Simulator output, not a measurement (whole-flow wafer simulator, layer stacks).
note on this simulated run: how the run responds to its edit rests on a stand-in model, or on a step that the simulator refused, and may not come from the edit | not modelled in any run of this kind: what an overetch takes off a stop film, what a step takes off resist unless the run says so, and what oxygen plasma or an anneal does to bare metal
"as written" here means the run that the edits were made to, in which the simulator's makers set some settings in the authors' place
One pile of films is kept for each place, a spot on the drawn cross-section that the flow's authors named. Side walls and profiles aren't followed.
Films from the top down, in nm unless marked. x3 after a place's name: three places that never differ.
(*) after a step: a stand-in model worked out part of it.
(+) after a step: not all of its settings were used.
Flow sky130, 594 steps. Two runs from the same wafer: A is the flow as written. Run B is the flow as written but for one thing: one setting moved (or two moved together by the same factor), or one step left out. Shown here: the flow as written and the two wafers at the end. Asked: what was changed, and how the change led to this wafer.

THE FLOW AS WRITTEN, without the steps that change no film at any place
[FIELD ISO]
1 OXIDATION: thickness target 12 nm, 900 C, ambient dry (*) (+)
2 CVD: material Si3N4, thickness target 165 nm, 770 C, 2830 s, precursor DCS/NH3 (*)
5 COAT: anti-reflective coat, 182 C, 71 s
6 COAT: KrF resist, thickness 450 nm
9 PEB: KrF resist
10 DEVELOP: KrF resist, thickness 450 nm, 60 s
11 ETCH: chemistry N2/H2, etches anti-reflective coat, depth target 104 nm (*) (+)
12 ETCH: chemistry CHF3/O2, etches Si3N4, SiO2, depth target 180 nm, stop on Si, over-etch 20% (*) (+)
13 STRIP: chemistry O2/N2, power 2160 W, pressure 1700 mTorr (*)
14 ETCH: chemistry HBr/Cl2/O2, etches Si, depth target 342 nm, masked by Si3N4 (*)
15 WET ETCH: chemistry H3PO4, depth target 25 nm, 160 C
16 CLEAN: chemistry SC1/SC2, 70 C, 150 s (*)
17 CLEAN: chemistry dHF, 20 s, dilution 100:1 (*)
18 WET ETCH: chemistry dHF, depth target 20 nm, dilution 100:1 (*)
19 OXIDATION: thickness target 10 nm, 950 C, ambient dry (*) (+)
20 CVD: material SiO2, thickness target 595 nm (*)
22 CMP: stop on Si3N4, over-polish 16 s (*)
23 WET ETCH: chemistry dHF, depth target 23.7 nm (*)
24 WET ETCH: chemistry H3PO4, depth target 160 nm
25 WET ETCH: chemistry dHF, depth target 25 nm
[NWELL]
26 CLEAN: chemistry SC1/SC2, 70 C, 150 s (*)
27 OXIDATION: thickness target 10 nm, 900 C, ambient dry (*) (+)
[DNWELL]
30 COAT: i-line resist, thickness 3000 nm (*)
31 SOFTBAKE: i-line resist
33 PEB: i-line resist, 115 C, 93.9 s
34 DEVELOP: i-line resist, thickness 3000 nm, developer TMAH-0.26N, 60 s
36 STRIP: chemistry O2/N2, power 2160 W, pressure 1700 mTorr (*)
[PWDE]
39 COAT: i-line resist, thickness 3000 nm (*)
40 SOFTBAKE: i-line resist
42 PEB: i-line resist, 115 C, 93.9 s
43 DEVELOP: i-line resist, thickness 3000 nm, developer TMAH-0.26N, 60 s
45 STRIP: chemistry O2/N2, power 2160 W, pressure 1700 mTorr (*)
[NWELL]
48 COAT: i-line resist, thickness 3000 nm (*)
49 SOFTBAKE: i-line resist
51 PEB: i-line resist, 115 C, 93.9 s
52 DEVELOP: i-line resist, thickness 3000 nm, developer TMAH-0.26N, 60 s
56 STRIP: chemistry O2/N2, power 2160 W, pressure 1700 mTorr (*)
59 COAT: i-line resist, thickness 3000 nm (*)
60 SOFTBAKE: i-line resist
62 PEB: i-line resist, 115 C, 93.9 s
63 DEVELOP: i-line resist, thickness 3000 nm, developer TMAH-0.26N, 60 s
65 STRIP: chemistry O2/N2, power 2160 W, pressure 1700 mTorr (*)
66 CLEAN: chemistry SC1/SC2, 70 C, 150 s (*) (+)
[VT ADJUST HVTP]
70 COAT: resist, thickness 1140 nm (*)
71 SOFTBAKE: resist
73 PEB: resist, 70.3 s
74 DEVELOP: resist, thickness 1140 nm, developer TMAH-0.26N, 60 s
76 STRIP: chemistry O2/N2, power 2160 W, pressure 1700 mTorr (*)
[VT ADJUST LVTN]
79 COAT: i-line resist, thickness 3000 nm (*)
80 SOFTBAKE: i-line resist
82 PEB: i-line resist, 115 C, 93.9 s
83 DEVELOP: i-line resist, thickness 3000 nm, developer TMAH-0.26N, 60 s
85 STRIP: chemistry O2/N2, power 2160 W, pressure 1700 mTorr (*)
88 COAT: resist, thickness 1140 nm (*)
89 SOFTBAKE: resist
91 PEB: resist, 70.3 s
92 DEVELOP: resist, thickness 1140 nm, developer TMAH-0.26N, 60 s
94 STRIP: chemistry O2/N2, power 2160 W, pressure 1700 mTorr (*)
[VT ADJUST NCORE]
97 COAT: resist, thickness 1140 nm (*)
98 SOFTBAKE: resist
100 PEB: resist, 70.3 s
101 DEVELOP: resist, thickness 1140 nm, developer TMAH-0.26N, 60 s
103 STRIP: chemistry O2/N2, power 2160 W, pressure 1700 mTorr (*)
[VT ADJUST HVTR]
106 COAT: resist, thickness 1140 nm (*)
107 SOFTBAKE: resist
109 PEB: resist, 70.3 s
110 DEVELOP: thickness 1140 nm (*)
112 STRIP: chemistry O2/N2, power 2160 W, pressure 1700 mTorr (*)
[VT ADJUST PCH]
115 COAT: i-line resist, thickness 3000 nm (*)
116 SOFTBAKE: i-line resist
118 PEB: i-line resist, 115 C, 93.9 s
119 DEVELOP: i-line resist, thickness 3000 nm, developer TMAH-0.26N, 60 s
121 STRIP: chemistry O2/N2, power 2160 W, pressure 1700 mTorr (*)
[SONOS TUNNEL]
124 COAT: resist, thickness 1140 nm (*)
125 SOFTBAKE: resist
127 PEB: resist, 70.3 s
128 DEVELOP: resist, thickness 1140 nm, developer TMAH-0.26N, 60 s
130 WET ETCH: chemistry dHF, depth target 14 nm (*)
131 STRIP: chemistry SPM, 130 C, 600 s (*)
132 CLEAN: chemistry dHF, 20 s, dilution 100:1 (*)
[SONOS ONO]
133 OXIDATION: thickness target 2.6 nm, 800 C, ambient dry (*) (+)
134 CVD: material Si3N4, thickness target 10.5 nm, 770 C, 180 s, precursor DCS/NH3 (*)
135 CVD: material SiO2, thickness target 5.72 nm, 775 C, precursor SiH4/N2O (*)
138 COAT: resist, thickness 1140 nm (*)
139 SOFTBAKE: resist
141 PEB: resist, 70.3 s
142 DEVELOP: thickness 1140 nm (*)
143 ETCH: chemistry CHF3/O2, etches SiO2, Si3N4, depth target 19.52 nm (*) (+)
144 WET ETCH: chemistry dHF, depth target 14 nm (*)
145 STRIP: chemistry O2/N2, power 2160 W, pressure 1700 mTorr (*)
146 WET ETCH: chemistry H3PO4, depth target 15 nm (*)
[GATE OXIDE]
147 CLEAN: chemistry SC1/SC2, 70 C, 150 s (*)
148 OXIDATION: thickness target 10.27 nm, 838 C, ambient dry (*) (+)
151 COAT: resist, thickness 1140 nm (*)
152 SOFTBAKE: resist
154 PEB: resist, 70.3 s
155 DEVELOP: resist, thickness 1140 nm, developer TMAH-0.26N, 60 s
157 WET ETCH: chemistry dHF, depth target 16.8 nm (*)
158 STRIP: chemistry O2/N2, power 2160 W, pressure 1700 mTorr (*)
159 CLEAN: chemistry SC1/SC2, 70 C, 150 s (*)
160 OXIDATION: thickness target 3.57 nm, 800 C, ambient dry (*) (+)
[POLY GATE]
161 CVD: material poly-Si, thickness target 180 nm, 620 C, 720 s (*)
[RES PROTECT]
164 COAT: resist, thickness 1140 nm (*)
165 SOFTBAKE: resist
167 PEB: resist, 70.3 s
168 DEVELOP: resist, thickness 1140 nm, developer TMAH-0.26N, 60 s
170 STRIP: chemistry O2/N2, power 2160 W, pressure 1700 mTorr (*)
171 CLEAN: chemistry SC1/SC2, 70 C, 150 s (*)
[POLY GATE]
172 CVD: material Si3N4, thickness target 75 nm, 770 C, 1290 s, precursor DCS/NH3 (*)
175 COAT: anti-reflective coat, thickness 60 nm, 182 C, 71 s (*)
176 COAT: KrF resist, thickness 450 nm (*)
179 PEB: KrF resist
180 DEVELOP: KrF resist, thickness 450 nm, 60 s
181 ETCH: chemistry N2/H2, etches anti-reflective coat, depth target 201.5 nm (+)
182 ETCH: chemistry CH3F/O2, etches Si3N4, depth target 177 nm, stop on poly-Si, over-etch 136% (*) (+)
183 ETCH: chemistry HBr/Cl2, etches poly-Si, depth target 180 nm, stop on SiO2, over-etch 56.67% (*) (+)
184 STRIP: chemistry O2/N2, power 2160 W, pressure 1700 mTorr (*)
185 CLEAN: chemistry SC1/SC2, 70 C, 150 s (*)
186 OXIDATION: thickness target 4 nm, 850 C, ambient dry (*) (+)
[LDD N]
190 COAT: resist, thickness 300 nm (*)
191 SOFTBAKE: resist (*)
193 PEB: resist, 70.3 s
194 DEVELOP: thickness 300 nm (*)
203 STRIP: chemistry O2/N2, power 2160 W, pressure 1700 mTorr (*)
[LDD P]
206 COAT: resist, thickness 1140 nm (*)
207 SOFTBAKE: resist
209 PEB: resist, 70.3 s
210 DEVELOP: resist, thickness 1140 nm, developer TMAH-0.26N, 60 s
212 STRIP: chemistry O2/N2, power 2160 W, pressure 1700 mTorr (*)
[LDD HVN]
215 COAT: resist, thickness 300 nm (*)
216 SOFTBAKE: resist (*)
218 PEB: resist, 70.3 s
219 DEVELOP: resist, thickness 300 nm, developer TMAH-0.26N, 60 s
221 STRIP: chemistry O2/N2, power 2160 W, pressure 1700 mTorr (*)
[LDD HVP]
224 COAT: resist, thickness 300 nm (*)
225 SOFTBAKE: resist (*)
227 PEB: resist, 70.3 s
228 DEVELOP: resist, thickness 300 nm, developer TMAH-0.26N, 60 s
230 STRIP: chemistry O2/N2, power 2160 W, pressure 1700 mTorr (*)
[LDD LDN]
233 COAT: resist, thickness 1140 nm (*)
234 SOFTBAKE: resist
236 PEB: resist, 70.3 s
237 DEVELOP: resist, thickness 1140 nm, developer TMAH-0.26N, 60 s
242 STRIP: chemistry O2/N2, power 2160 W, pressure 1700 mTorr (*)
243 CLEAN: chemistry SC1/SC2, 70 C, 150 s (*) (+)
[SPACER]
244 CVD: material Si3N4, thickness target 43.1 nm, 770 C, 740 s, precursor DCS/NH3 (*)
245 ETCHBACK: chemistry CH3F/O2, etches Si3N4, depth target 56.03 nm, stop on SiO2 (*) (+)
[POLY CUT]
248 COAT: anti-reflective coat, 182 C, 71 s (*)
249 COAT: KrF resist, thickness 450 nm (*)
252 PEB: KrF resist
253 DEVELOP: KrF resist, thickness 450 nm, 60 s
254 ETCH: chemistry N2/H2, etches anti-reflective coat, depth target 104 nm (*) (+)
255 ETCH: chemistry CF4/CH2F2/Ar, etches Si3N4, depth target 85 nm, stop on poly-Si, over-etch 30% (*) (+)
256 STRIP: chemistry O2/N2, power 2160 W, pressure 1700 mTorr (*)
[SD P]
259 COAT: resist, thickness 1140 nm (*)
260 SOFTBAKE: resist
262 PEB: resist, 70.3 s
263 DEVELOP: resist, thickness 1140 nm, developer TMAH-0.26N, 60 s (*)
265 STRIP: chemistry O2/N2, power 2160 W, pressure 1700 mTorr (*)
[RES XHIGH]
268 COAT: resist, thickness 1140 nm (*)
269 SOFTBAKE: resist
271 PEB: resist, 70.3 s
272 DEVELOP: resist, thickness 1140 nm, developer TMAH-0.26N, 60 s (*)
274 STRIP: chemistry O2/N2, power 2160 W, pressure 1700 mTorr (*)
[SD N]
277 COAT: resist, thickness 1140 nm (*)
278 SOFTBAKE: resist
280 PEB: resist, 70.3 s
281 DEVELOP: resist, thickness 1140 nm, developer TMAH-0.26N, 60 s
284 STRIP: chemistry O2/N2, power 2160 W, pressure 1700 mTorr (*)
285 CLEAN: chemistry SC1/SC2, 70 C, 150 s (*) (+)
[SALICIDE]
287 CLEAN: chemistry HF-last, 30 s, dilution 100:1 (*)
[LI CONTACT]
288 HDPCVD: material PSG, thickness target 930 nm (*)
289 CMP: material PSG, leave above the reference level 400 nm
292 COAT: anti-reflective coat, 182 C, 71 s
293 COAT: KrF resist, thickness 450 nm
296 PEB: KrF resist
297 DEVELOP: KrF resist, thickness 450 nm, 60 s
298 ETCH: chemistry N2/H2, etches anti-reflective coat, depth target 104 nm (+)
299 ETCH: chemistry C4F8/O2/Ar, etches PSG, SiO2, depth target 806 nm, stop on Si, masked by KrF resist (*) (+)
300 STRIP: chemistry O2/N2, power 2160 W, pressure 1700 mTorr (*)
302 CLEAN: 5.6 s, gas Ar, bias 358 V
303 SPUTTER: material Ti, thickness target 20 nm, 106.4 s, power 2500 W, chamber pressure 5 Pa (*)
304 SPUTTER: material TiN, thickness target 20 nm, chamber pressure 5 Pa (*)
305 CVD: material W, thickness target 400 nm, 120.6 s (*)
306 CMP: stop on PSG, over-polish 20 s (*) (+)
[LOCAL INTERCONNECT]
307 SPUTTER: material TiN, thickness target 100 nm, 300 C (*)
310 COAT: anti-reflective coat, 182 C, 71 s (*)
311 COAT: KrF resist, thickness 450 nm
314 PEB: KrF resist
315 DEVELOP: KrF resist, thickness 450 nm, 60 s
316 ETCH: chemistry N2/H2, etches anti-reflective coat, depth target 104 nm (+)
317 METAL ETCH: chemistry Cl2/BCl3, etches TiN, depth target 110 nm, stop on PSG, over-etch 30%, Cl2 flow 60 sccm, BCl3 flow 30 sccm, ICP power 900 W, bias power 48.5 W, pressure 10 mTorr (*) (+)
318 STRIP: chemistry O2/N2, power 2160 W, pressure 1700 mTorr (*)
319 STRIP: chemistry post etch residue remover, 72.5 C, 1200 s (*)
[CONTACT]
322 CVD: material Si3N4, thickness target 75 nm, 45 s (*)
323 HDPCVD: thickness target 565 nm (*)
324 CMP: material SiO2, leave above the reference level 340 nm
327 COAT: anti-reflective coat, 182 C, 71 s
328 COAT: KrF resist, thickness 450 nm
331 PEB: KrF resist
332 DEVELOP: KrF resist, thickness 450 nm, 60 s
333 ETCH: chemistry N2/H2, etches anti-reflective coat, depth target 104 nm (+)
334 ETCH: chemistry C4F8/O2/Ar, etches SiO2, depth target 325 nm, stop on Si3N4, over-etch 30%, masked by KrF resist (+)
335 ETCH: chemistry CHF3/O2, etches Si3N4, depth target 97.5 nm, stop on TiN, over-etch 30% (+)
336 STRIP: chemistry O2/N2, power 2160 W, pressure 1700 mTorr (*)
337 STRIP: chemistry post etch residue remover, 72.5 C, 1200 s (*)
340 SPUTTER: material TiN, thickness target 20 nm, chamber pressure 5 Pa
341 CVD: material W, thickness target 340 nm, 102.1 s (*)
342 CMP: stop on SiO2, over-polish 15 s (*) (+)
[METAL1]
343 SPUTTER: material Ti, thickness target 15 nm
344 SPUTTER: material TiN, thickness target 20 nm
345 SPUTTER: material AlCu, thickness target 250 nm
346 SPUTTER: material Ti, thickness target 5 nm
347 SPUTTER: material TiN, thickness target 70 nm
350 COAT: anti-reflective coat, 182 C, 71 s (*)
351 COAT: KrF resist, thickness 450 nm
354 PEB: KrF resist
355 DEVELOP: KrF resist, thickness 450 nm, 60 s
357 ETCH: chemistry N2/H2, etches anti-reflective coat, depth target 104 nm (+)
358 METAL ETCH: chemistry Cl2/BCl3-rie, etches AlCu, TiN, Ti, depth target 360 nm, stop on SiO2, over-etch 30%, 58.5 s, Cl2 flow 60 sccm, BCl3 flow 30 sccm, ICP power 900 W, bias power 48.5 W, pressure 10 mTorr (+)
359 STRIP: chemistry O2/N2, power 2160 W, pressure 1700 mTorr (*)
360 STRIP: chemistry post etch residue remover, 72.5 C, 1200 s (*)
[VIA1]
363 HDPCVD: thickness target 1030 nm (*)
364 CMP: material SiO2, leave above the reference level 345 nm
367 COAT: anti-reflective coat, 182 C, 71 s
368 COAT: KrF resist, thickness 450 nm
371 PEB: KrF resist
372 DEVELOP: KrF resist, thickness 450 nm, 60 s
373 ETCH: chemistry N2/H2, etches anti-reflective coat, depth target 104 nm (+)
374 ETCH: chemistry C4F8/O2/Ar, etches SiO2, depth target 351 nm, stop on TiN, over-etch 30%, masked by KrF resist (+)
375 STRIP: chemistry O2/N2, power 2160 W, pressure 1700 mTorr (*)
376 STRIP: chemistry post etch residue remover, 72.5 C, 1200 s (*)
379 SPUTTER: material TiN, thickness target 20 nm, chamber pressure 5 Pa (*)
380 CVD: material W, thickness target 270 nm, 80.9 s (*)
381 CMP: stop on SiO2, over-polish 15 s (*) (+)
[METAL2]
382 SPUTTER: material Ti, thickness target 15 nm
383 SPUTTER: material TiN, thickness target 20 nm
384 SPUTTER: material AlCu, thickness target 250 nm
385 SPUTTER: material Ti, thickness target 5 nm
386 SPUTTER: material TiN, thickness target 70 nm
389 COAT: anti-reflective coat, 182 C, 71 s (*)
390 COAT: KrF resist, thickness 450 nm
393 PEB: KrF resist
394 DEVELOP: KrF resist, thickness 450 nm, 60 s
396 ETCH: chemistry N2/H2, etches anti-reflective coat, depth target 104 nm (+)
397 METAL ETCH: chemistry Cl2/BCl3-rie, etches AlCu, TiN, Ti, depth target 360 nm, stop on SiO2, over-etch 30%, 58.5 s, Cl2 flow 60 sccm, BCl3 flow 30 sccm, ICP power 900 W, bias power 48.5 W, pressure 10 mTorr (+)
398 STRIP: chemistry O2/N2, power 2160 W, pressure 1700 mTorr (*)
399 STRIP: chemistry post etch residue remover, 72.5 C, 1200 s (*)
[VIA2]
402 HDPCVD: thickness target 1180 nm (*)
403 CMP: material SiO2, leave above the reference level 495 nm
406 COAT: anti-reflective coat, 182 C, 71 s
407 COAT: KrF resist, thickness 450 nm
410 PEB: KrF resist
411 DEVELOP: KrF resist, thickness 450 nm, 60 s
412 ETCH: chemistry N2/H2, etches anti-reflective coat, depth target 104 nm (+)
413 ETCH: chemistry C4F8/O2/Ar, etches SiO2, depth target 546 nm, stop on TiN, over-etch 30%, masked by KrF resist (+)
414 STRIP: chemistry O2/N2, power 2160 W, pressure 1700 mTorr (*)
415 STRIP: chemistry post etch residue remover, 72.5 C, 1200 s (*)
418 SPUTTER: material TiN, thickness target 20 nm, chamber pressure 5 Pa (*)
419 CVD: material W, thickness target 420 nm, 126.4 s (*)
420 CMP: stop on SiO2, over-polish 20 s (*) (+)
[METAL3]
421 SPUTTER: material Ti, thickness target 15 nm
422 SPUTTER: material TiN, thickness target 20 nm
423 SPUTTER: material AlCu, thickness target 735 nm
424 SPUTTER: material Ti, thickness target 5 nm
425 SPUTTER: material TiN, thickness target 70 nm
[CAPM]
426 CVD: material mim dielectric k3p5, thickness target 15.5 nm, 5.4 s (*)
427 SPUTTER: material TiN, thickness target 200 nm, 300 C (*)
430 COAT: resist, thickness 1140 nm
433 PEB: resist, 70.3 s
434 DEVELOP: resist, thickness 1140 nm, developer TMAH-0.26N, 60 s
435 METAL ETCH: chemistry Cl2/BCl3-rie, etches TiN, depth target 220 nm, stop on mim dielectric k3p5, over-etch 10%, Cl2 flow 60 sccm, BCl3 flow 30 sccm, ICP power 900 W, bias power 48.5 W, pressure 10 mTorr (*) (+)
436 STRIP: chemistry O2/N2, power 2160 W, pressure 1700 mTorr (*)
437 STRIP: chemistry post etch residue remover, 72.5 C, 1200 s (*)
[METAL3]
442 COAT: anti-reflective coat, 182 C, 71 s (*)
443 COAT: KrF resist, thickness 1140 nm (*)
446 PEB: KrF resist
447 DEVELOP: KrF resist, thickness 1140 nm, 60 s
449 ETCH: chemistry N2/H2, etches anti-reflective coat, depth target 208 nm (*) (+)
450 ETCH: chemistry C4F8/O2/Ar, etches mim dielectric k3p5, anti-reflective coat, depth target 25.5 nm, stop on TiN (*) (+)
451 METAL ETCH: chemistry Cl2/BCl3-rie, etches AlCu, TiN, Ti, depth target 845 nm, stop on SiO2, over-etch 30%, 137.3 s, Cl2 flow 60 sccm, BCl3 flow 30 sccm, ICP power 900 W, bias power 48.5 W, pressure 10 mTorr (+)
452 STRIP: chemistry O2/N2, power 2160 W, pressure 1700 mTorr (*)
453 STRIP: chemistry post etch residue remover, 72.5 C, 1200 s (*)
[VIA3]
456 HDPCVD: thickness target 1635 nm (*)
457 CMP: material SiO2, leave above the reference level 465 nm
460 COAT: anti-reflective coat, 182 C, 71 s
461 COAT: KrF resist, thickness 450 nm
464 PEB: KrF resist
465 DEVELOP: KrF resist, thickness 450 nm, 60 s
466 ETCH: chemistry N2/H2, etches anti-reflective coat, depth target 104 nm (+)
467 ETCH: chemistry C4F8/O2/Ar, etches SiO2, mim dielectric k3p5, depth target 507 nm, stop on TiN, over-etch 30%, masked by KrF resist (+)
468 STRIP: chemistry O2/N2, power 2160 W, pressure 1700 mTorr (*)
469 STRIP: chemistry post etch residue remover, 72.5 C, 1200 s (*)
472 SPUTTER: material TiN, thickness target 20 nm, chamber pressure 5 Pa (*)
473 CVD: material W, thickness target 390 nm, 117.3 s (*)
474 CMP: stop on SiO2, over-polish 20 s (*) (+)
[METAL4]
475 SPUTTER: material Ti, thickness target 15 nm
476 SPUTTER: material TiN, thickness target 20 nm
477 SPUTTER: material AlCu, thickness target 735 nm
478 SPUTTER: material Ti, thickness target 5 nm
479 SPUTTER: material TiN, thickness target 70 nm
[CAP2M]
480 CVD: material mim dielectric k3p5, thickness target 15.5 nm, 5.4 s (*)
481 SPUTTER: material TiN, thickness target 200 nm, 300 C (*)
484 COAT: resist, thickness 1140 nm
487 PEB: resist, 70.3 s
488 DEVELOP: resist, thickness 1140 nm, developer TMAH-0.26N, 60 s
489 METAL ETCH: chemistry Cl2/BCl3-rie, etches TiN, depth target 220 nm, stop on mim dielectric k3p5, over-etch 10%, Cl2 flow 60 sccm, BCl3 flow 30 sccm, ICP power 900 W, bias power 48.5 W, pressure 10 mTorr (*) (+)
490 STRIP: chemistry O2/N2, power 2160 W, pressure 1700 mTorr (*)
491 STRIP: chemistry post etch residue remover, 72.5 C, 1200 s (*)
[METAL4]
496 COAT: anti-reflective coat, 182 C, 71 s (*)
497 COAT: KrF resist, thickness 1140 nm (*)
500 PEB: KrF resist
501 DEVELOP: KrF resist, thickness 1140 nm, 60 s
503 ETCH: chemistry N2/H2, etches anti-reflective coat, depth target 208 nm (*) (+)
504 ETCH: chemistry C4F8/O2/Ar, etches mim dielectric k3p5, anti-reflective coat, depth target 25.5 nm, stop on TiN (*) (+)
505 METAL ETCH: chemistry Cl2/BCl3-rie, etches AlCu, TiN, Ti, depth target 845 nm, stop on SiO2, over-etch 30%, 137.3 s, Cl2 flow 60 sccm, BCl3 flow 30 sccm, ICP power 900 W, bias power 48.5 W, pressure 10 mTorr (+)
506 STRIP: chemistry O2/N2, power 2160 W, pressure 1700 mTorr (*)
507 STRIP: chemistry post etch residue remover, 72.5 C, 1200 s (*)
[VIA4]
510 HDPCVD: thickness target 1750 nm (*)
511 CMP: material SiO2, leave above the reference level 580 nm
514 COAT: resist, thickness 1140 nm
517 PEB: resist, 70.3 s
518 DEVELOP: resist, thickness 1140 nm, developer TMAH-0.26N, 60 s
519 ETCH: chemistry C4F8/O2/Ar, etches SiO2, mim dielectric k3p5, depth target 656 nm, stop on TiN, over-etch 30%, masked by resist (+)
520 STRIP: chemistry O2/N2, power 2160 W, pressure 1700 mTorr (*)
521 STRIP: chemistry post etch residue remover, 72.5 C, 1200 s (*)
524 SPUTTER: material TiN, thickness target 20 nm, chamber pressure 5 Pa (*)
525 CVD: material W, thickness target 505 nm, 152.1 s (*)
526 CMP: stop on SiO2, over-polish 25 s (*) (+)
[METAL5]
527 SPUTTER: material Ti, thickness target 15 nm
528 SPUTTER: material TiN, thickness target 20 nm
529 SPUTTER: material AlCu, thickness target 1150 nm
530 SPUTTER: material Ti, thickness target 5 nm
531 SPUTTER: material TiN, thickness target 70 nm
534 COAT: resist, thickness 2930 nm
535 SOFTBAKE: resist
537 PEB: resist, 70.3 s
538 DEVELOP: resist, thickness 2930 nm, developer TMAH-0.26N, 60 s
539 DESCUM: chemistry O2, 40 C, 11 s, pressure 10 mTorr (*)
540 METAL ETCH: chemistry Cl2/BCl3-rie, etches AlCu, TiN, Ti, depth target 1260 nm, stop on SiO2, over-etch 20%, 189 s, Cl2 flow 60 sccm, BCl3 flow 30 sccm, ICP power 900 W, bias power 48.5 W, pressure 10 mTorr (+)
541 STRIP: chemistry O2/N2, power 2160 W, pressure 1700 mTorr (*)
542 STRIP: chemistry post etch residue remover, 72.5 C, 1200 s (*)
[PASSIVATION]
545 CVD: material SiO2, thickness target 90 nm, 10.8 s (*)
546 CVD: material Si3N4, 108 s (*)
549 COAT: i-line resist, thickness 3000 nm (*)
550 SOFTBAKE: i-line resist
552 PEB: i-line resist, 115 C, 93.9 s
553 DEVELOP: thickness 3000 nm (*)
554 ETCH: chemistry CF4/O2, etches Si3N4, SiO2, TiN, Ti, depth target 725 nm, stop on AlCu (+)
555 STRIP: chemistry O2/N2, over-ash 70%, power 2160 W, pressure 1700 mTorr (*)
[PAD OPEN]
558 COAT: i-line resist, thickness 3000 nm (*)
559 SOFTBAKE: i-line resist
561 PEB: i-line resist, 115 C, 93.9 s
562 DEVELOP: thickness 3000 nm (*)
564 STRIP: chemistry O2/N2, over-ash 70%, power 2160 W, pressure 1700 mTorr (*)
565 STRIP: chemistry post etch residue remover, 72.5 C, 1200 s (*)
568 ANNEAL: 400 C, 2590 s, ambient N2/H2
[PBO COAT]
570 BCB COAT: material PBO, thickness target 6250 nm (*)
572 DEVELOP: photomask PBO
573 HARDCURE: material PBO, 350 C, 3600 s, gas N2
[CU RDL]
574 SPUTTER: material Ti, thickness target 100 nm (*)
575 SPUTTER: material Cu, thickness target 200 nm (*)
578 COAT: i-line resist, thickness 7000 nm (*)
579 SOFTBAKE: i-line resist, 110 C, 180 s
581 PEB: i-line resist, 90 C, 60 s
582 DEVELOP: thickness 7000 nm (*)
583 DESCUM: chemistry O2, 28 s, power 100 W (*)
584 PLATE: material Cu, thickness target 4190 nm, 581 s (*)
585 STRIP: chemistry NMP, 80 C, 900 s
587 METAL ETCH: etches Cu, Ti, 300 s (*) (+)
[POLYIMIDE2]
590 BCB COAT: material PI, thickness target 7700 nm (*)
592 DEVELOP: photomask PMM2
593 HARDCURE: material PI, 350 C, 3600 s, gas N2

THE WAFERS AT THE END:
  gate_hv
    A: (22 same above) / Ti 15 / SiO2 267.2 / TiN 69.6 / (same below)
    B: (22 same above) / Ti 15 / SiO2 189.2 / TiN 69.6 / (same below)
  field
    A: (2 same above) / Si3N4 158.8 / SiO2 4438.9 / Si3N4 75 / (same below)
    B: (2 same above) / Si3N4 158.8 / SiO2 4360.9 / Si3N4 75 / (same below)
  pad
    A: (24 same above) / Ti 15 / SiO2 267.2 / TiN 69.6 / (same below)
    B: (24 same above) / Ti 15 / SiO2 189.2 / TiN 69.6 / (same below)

The cause: step 364, CMP: leave above the reference level 267 nm was run, where the flow has leave above the reference level 345 nm.

How the change led to this, step by step:
  364 CMP: material SiO2, leave above the reference level 345 nm
      n_well, p_well, gate_hv and 100 more: A SiO2 -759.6 | B SiO2 -837.6
      field, active, gate and 81 more: A SiO2 -389.1 | B SiO2 -467.1
      (and at 4 more places)
  374 ETCH: chemistry C4F8/O2/Ar, etches SiO2, depth target 351 nm, stop on TiN, over-etch 30%, masked by KrF resist (+)
      field, active, n_well and 186 more: A KrF resist -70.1 | B KrF resist -49.9
      m1, via1_hole: A SiO2 -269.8 (all of it) | B SiO2 -191.8 (all of it)
  375 STRIP: chemistry O2/N2, power 2160 W, pressure 1700 mTorr (*)
      field, active, n_well and 186 more: A KrF resist -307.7 (all of it), anti-reflective coat -80 (all of it) | B KrF resist -328 (all of it), anti-reflective coat -80 (all of it)
  379 SPUTTER: material TiN, thickness target 20 nm, chamber pressure 5 Pa (*)
      m1: A TiN +11 | B TiN +12.5
      via1_hole: A TiN +10.9 | B TiN +12.5
  380 CVD: material W, thickness target 270 nm, 80.9 s (*)
      m1, via1_hole: A W +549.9 (new film) | B W +470.3 (new film)
